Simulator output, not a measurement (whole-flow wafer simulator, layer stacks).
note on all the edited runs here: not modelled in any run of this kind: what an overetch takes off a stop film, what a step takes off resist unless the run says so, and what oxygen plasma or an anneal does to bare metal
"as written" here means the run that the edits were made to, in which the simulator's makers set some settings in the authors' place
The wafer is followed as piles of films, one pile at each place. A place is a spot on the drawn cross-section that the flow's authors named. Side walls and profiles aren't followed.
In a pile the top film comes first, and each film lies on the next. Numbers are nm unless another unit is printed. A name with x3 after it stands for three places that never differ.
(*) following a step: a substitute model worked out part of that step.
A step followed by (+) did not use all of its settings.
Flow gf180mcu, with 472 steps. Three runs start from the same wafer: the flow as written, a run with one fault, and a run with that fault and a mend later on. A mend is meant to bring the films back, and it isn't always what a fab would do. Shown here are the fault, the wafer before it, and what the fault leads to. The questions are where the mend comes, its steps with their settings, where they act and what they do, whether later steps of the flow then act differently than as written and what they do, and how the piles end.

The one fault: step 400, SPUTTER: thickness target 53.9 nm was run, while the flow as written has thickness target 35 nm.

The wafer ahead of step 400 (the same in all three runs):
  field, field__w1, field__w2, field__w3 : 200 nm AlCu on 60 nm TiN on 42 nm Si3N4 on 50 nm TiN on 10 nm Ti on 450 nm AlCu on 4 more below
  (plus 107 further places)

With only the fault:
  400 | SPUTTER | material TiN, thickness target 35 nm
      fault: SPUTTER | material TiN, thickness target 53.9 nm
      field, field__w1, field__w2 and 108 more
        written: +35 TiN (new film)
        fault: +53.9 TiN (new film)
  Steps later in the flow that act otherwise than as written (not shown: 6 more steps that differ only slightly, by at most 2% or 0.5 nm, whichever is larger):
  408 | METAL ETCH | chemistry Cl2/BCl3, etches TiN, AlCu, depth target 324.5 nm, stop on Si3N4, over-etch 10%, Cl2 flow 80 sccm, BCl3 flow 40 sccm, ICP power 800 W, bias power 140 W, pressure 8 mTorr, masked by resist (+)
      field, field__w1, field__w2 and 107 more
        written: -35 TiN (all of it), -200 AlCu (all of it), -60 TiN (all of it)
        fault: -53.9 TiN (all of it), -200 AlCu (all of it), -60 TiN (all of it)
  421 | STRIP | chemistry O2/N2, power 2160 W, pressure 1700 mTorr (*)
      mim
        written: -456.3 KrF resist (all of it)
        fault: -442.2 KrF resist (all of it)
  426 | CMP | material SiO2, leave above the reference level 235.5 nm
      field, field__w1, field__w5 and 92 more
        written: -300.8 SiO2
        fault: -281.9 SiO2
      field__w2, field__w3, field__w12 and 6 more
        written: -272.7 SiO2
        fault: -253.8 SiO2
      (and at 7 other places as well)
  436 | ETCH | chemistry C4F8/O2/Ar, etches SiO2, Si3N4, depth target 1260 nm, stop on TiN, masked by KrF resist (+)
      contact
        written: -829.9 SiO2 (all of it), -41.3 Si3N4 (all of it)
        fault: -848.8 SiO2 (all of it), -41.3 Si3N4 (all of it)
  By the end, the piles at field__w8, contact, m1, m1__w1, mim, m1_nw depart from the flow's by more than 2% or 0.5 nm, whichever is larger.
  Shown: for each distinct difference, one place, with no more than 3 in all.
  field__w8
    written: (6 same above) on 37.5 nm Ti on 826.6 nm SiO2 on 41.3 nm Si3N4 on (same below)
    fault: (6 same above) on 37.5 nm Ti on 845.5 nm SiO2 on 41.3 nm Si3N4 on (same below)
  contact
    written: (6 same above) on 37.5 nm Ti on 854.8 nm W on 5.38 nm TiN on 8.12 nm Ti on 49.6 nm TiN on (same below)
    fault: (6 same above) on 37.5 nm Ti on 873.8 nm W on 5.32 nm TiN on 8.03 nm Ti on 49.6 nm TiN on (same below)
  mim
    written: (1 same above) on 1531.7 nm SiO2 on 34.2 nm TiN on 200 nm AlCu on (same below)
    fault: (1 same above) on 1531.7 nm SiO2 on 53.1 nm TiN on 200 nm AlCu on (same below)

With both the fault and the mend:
  The mend follows step 400.
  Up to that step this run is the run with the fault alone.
  400a | METAL ETCH | chemistry Cl2/BCl3, etches TiN, AlCu, Ti, depth target 18.9 nm, Cl2 flow 80 sccm, BCl3 flow 40 sccm, ICP power 800 W, bias power 140 W, pressure 8 mTorr (the flow's step 260, run once more with other settings)
      field, field__w1, field__w2 and 108 more
        -18.9 TiN
  None of the later steps of the flow acts differently than as written at any place that is followed.
  At every place that both follow, the piles at the end match the flow's.
